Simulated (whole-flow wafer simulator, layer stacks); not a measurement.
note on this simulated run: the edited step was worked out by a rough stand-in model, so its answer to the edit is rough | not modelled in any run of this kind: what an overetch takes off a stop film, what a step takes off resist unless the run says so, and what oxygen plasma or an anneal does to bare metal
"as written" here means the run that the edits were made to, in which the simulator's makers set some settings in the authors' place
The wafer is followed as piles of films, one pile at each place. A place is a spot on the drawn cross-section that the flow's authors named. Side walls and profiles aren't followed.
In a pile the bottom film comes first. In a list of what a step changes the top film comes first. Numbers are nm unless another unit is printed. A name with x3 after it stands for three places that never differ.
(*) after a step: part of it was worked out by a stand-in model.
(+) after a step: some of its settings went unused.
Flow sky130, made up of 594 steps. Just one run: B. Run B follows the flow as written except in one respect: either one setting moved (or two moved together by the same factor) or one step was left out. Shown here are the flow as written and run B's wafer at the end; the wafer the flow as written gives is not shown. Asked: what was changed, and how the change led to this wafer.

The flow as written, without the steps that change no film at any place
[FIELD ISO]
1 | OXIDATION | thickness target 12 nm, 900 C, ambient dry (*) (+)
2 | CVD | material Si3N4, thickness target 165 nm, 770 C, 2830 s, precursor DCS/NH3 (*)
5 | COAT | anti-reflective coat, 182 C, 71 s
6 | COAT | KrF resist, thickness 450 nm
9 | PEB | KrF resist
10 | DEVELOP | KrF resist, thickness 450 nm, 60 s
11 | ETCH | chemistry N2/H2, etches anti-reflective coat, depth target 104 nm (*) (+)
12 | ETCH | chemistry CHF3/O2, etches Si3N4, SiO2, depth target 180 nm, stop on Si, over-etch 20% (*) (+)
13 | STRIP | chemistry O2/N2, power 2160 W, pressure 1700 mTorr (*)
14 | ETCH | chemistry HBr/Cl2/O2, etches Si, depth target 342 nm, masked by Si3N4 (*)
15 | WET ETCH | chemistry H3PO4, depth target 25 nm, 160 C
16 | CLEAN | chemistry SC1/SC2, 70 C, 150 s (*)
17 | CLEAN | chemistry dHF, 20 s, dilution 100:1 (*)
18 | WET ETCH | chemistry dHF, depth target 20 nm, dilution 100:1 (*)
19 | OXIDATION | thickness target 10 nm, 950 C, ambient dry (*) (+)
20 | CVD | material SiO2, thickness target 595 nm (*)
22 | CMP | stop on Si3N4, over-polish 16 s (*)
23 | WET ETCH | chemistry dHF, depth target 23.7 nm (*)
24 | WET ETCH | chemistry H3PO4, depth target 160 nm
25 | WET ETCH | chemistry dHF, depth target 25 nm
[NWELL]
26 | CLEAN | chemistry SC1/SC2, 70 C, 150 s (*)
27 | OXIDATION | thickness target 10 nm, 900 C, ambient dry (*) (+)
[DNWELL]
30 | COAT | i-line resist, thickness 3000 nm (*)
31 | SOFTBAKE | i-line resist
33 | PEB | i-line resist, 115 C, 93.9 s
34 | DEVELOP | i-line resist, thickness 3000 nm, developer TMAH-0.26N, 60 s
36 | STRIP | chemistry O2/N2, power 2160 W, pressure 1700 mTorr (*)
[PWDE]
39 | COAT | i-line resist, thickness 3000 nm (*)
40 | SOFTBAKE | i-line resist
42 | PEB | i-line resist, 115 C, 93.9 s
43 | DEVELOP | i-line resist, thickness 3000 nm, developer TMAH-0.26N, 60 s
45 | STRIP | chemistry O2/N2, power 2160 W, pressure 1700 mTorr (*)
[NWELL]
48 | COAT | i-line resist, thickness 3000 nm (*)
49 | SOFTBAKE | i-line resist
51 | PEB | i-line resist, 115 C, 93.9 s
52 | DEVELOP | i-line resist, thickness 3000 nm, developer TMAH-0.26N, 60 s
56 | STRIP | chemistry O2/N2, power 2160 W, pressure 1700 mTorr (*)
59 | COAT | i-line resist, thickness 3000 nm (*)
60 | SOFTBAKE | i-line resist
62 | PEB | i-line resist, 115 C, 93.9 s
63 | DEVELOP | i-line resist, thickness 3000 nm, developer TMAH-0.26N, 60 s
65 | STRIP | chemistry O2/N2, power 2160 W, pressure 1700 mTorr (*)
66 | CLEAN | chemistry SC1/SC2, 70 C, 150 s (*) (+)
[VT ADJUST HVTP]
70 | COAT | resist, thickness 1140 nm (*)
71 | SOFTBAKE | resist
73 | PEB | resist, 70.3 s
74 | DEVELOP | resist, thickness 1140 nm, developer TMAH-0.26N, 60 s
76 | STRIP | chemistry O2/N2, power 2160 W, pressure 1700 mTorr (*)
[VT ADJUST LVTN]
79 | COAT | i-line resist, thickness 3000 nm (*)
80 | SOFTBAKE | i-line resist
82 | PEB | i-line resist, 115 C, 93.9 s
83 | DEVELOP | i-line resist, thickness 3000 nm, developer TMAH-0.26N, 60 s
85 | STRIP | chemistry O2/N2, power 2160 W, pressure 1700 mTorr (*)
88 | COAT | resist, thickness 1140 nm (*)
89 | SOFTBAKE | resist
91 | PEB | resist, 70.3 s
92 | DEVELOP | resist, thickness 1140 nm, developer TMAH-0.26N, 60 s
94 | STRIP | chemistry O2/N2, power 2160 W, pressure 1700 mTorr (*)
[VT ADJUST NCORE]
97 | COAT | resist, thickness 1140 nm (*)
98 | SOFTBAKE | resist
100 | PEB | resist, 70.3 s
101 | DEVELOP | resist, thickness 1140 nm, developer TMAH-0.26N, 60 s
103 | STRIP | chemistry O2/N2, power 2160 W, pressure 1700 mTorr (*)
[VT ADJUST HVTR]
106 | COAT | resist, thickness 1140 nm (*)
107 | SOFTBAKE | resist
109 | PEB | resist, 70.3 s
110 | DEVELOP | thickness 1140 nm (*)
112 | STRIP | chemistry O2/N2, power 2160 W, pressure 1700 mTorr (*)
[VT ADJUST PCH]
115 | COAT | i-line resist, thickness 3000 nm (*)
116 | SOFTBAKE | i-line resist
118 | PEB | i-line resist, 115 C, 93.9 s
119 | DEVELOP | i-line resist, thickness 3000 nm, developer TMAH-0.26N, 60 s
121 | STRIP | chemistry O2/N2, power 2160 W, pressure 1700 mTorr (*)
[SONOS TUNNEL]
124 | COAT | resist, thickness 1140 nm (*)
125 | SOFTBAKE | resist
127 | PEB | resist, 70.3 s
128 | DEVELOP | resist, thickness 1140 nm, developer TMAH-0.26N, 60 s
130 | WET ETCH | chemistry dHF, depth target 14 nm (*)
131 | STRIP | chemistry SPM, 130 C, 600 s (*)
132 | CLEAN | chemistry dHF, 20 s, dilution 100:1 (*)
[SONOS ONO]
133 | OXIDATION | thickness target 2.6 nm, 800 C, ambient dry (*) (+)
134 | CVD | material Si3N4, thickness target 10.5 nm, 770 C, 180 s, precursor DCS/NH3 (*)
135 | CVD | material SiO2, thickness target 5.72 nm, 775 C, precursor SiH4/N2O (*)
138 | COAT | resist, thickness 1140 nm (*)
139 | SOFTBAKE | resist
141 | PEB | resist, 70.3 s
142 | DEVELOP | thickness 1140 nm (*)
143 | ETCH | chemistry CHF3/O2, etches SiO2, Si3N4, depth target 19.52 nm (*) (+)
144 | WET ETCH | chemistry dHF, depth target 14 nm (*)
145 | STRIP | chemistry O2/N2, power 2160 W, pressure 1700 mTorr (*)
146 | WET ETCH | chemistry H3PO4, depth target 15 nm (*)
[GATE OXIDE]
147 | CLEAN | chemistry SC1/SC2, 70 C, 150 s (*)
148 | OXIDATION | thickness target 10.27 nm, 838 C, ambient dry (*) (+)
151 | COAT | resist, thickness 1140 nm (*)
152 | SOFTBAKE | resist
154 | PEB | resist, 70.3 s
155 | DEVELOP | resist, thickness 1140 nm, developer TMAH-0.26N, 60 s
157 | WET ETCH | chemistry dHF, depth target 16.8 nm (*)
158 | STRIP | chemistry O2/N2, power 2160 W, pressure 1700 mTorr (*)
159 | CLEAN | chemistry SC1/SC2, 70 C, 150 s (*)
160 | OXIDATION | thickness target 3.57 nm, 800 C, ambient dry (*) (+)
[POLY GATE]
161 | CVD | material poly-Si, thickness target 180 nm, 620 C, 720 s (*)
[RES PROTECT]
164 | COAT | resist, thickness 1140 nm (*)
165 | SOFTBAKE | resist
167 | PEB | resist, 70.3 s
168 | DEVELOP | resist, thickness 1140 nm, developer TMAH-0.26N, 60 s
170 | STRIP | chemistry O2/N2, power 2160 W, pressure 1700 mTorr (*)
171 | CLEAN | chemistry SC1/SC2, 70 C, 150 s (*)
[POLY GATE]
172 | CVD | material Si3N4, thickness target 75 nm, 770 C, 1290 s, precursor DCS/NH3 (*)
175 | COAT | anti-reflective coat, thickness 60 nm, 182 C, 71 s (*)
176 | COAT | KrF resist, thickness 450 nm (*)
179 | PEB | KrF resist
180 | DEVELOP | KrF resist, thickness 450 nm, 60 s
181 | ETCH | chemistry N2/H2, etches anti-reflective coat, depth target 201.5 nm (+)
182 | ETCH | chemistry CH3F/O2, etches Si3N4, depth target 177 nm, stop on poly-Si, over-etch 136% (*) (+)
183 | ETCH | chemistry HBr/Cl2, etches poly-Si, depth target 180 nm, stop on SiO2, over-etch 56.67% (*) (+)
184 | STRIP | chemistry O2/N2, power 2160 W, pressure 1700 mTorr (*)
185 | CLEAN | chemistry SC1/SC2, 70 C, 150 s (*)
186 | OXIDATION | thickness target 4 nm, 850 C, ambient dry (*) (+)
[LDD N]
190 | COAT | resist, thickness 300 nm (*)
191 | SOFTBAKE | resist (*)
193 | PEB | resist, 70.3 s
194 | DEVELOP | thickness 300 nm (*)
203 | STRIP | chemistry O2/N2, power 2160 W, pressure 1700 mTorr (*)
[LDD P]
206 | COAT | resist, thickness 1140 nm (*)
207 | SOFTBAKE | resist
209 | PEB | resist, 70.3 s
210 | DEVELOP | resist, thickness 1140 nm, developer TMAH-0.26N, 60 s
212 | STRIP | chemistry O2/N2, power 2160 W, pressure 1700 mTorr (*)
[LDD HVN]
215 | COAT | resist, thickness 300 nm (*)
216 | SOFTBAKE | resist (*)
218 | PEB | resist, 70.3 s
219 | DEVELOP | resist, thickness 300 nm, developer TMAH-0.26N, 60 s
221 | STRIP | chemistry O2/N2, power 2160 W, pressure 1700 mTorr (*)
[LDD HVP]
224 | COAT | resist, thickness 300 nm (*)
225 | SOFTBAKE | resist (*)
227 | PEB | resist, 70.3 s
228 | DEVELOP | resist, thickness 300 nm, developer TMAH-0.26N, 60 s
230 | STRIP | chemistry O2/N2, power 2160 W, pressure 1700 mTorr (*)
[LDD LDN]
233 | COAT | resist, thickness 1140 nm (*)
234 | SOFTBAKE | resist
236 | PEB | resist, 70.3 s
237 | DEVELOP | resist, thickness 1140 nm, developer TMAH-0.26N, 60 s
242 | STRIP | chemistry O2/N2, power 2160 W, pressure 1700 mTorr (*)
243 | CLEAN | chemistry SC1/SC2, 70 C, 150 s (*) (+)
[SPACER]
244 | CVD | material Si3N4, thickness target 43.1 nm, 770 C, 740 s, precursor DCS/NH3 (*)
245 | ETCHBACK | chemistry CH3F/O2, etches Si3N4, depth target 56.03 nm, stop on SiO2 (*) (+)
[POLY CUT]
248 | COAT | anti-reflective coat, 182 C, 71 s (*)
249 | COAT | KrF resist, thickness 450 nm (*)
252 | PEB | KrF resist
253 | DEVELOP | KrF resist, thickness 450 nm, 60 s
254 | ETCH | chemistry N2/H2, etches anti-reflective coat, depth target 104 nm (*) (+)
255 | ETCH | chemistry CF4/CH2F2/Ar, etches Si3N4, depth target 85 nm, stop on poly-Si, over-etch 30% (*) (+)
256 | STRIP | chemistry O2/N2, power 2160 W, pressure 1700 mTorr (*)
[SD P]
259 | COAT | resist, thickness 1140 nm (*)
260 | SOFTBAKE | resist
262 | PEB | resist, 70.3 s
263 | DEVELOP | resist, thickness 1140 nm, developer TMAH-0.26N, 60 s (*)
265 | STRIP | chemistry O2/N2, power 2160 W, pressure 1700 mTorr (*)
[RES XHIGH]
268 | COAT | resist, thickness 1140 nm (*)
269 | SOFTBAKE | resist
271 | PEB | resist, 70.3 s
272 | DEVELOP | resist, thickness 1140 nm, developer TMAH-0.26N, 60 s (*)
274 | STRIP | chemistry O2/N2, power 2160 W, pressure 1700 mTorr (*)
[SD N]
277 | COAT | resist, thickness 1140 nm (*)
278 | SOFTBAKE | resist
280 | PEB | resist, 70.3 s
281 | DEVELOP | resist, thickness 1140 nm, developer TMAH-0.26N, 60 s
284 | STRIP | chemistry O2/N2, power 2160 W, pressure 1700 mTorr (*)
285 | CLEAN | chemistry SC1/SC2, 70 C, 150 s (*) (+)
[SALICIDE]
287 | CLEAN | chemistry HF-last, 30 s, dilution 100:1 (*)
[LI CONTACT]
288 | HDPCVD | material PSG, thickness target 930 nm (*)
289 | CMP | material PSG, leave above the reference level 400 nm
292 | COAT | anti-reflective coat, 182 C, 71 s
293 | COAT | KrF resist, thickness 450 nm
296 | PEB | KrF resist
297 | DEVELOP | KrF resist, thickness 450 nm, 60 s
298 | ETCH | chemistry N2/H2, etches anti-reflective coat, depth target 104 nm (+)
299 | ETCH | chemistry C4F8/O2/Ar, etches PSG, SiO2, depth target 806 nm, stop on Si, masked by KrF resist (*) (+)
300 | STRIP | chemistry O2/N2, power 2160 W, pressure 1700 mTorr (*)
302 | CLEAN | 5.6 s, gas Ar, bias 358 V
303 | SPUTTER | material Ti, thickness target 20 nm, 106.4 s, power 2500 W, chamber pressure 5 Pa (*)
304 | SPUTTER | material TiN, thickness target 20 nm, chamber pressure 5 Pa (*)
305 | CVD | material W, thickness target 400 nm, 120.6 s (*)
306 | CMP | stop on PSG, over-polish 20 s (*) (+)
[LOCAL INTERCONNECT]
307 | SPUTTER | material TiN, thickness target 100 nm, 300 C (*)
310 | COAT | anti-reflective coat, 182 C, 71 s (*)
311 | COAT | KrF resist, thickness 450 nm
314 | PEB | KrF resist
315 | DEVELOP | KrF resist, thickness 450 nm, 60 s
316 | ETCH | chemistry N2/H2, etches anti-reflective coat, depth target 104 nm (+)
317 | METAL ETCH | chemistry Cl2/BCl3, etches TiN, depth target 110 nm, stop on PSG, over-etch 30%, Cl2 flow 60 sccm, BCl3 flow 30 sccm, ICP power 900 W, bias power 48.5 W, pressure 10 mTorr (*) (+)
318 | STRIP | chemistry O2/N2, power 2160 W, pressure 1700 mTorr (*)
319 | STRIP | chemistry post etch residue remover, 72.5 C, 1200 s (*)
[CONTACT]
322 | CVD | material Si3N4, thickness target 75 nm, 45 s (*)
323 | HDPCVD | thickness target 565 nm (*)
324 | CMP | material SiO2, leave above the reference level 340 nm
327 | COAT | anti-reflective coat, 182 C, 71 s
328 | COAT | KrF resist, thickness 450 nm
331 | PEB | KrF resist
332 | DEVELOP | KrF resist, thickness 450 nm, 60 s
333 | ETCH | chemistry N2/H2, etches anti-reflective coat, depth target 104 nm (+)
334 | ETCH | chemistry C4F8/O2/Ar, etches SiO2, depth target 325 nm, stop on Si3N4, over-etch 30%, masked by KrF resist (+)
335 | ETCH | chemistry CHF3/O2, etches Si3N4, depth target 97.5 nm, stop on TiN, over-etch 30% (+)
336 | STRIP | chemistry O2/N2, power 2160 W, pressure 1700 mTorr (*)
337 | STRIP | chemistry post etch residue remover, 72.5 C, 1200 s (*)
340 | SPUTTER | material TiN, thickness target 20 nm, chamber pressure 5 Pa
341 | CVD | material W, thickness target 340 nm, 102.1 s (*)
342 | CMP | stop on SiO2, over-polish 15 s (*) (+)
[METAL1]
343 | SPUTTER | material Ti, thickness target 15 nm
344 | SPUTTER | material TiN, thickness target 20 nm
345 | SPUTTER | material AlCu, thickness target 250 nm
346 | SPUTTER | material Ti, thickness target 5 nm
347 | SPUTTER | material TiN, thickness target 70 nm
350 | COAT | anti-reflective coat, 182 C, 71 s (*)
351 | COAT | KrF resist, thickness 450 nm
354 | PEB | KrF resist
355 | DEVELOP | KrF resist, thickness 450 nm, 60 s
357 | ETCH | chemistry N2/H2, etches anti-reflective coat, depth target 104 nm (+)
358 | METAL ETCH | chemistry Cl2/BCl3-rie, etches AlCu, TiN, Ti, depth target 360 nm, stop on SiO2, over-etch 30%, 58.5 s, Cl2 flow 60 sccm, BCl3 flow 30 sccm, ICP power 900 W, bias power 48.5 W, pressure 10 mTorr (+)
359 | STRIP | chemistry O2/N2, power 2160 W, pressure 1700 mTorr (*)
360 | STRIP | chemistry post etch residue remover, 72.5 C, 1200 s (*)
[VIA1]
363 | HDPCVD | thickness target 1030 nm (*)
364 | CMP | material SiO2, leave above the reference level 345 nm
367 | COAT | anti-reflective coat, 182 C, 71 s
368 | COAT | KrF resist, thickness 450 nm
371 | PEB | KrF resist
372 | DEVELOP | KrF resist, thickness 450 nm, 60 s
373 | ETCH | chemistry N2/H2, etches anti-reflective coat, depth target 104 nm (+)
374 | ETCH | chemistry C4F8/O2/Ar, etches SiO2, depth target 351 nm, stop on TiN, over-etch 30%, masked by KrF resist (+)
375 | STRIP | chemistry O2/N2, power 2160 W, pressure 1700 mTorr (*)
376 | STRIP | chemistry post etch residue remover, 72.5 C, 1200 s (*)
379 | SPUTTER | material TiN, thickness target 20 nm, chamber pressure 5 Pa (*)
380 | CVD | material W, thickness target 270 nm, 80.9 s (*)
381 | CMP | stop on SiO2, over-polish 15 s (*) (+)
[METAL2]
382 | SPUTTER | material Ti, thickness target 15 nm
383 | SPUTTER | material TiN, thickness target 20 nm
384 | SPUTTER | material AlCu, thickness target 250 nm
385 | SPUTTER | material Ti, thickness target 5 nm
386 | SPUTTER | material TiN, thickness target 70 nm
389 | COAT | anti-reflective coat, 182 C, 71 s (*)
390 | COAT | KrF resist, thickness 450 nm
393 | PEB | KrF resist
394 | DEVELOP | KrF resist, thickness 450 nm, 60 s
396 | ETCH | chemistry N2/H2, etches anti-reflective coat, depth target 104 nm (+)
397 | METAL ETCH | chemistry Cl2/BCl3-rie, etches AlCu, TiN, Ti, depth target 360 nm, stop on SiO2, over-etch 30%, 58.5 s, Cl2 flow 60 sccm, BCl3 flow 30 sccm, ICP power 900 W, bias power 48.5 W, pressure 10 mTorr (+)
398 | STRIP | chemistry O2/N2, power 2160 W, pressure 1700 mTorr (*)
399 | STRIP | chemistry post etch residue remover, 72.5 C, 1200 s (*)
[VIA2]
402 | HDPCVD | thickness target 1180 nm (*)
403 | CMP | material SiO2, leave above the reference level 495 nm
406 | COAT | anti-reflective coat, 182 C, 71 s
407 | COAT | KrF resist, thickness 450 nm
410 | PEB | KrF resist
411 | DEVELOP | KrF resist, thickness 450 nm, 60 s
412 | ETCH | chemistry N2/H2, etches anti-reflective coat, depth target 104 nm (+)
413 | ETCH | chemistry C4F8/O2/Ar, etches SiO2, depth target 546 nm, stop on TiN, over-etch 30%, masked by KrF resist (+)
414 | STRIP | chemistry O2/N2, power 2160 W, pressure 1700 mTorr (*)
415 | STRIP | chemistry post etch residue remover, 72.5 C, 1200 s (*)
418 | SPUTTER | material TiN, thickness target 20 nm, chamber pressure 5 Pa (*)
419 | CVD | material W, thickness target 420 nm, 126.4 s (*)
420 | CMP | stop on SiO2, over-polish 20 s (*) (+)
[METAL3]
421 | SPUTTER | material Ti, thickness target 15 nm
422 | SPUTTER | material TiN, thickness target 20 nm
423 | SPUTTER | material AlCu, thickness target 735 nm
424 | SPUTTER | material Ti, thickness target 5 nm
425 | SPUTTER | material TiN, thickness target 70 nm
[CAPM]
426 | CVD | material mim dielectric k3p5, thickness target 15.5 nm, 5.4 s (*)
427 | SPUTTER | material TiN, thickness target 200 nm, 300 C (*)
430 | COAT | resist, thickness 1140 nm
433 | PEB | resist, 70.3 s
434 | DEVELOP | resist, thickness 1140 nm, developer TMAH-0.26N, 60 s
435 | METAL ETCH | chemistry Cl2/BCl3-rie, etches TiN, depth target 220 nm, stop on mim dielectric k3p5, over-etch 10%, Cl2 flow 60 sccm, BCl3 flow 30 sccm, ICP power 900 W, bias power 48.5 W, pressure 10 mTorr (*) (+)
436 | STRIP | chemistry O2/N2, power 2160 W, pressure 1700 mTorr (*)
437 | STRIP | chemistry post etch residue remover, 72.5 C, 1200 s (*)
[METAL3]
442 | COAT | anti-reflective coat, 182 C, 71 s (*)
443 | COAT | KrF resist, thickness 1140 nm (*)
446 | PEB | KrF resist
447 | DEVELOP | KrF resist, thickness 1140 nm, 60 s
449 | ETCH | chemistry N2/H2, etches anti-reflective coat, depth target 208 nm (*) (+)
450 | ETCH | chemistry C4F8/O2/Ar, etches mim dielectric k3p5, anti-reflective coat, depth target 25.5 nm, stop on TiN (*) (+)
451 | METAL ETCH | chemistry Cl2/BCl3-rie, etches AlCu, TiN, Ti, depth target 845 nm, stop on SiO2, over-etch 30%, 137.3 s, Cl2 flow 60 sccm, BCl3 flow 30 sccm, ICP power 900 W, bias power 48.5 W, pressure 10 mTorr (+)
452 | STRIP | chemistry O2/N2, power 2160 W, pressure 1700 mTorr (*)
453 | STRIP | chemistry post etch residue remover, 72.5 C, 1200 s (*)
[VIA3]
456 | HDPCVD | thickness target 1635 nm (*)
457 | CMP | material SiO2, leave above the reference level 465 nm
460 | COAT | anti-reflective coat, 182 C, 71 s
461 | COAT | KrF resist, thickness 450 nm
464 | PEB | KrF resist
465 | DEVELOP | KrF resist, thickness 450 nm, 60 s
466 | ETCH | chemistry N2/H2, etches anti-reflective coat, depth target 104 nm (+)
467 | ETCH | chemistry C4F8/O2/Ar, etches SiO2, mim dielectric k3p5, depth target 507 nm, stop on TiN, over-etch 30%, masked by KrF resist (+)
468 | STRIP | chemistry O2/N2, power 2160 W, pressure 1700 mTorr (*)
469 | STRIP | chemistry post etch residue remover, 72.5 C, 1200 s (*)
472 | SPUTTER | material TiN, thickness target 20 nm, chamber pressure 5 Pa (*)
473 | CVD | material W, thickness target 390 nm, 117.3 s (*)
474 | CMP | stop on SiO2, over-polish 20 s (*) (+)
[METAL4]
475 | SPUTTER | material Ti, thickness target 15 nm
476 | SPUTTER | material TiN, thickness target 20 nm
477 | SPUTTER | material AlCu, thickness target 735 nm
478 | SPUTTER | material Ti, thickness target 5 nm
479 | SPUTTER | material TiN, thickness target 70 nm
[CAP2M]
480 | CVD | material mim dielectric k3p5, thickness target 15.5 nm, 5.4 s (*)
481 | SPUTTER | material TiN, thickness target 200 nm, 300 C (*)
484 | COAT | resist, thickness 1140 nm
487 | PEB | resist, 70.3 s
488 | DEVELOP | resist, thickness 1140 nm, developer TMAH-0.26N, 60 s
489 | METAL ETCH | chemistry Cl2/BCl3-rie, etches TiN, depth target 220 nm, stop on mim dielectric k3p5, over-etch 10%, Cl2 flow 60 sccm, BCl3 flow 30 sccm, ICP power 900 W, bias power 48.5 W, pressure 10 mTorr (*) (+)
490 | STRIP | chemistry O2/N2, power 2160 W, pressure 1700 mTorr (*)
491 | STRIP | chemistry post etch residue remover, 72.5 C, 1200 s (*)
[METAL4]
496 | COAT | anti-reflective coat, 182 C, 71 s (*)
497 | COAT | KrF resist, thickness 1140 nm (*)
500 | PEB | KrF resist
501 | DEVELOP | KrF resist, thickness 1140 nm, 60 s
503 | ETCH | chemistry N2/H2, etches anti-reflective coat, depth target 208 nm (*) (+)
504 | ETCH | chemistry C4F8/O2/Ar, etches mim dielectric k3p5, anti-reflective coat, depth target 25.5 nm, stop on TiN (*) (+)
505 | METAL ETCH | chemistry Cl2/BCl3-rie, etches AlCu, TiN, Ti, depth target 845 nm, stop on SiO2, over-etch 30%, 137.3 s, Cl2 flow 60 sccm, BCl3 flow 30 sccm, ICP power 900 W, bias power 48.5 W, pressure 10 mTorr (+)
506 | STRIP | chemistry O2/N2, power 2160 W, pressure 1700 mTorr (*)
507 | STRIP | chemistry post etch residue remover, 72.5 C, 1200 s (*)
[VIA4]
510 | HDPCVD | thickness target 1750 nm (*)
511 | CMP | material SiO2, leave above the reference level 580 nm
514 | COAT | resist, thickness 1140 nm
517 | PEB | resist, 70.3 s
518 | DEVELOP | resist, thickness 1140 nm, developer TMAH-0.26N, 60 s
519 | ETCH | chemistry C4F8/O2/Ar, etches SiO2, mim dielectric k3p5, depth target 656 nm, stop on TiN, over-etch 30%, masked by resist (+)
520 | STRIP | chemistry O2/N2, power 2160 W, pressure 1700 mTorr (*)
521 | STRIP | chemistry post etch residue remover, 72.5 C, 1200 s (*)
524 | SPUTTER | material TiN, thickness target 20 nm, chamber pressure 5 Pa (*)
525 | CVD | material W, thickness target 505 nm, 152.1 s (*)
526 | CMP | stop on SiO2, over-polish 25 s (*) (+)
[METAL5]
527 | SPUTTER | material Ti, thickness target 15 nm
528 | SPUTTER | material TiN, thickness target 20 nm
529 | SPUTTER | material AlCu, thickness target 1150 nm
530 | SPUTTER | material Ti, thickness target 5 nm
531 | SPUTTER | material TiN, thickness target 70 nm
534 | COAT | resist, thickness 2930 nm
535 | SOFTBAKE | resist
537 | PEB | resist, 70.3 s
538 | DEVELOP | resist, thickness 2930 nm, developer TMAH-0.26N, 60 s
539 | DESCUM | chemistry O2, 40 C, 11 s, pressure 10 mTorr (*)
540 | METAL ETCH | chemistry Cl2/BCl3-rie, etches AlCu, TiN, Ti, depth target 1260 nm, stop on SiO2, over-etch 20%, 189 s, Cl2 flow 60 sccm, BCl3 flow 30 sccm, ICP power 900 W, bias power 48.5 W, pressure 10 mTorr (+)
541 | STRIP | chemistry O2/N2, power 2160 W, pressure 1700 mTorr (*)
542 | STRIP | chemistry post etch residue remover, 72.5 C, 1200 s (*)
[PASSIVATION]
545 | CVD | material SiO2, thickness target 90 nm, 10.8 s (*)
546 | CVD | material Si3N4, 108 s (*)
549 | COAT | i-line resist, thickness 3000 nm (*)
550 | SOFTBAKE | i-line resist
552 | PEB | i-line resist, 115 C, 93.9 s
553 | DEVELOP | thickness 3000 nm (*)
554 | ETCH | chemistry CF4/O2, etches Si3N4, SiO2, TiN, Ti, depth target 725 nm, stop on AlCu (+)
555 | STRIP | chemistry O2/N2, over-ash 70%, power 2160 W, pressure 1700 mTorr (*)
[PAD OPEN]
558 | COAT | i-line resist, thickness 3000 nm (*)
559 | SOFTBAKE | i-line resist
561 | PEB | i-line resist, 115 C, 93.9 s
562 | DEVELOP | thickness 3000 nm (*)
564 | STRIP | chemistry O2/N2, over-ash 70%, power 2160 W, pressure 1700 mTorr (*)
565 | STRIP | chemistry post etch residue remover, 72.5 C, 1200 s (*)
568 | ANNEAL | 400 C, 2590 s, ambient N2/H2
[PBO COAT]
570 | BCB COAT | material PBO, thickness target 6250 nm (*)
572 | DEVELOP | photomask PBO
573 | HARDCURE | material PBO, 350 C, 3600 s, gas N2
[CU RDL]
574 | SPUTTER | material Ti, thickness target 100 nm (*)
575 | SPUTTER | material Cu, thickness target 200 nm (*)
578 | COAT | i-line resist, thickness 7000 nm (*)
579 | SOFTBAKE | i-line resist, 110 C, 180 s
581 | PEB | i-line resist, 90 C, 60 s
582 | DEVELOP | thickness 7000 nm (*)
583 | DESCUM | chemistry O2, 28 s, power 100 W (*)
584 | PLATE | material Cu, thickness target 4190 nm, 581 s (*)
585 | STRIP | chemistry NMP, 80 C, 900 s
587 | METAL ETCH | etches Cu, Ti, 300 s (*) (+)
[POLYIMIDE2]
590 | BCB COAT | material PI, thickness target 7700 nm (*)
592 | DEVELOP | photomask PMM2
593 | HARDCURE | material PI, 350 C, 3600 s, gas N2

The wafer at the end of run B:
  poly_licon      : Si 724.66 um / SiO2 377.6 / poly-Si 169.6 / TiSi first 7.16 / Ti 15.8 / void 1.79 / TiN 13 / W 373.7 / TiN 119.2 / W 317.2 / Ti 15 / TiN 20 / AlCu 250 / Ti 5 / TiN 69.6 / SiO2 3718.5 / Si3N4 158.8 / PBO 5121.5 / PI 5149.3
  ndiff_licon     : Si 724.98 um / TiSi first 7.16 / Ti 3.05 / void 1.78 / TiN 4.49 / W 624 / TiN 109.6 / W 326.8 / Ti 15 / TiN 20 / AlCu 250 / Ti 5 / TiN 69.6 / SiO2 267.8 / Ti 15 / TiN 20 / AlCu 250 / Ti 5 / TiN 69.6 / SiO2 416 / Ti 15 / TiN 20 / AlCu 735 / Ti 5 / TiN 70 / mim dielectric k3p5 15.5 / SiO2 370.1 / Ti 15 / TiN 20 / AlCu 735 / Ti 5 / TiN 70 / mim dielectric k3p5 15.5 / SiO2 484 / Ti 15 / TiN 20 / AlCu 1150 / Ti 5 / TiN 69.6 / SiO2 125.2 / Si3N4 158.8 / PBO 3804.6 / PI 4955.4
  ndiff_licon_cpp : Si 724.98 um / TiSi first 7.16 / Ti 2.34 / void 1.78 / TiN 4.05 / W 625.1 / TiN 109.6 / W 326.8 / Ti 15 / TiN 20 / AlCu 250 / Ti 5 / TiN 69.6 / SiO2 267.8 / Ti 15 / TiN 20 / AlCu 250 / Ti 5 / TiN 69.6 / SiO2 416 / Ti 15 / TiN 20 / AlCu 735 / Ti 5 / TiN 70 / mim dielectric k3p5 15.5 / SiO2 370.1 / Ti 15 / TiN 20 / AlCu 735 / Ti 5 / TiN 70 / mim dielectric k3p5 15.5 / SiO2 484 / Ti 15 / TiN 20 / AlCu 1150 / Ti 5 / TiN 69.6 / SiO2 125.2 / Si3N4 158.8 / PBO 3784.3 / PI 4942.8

What caused this: step 304, SPUTTER: thickness target 13 nm was run, though the flow has thickness target 20 nm.
The wafer lets one read it off: poly_licon has TiN 13, and step 304 as written asks for 20 nm.

How this came from the change, step by step:
  304 | SPUTTER | material TiN, thickness target 20 nm, chamber pressure 5 Pa (*)
      field, active, n_well and 185 more: TiN gains 13 (new film) (in the flow as written it would be: TiN gains 20 (new film))
      ndiff_licon: TiN gains 4.49 (new film) (in the flow as written it would be: TiN gains 6.83 (new film))
      (and at 2 other places as well)
  306 | CMP | stop on PSG, over-polish 20 s (*) (+)
      field, active, n_well and 184 more: W loses 400 (all of it), TiN loses 13 (all of it), Ti loses 20 (all of it), PSG loses 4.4 (in the flow as written it would be: W loses 400 (all of it), TiN loses 20 (all of it), Ti loses 20 (all of it), PSG loses 4.4)
      poly_licon: W loses 26.3 (in the flow as written it would be: W loses 33.3)
